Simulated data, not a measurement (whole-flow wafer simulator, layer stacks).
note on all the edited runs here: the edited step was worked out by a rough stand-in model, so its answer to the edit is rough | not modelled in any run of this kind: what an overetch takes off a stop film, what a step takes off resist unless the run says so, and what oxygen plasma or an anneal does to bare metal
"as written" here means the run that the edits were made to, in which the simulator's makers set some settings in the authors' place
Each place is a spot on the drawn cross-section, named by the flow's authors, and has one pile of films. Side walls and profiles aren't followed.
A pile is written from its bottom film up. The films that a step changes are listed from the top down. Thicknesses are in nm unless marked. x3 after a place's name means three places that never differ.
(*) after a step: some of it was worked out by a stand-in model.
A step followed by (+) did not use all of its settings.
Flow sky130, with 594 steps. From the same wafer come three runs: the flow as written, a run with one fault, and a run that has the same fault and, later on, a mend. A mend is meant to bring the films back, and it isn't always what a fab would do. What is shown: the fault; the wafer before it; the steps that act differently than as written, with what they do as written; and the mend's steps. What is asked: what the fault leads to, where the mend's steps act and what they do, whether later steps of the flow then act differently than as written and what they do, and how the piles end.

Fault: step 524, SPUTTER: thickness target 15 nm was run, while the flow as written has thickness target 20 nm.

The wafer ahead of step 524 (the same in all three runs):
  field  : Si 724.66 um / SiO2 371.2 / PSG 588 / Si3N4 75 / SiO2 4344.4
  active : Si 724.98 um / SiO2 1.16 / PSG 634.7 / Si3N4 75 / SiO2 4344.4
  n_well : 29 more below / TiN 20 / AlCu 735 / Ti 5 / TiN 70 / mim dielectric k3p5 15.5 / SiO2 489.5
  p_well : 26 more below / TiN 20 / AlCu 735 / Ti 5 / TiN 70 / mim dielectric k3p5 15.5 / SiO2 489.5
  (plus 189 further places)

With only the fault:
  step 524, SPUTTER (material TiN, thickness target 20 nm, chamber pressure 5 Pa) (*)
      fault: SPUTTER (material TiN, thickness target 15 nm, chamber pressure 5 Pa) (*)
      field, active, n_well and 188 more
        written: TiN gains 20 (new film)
        fault: TiN gains 15 (new film)
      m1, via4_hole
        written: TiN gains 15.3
        fault: TiN gains 11.4
  Steps further on in the flow that do not act as written (1 more step, not shown, differs only slightly: by at most 2% or 0.5 nm, whichever is larger):
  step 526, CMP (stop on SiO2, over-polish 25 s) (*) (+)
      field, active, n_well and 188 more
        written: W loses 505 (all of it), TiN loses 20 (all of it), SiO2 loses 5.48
        fault: W loses 505 (all of it), TiN loses 15 (all of it), SiO2 loses 5.48
  The piles end different from the flow's at m1, via4_hole by more than 2% or 0.5 nm, whichever is larger.
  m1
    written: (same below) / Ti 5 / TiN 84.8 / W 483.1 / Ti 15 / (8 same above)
    fault: (same below) / Ti 5 / TiN 81 / W 486.9 / Ti 15 / (8 same above)
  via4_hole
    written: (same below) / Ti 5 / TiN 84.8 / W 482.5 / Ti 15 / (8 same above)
    fault: (same below) / Ti 5 / TiN 81 / W 486.3 / Ti 15 / (8 same above)

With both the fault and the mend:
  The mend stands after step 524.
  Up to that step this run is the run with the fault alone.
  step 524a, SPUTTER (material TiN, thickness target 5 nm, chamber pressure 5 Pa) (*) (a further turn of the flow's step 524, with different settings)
      field, active, n_well and 188 more
        TiN gains 5
      m1, via4_hole
        TiN gains 3.81
  Later steps of the flow that are run all act as written at every place that is followed.
  The piles end the same as the flow's at every place that both follow.
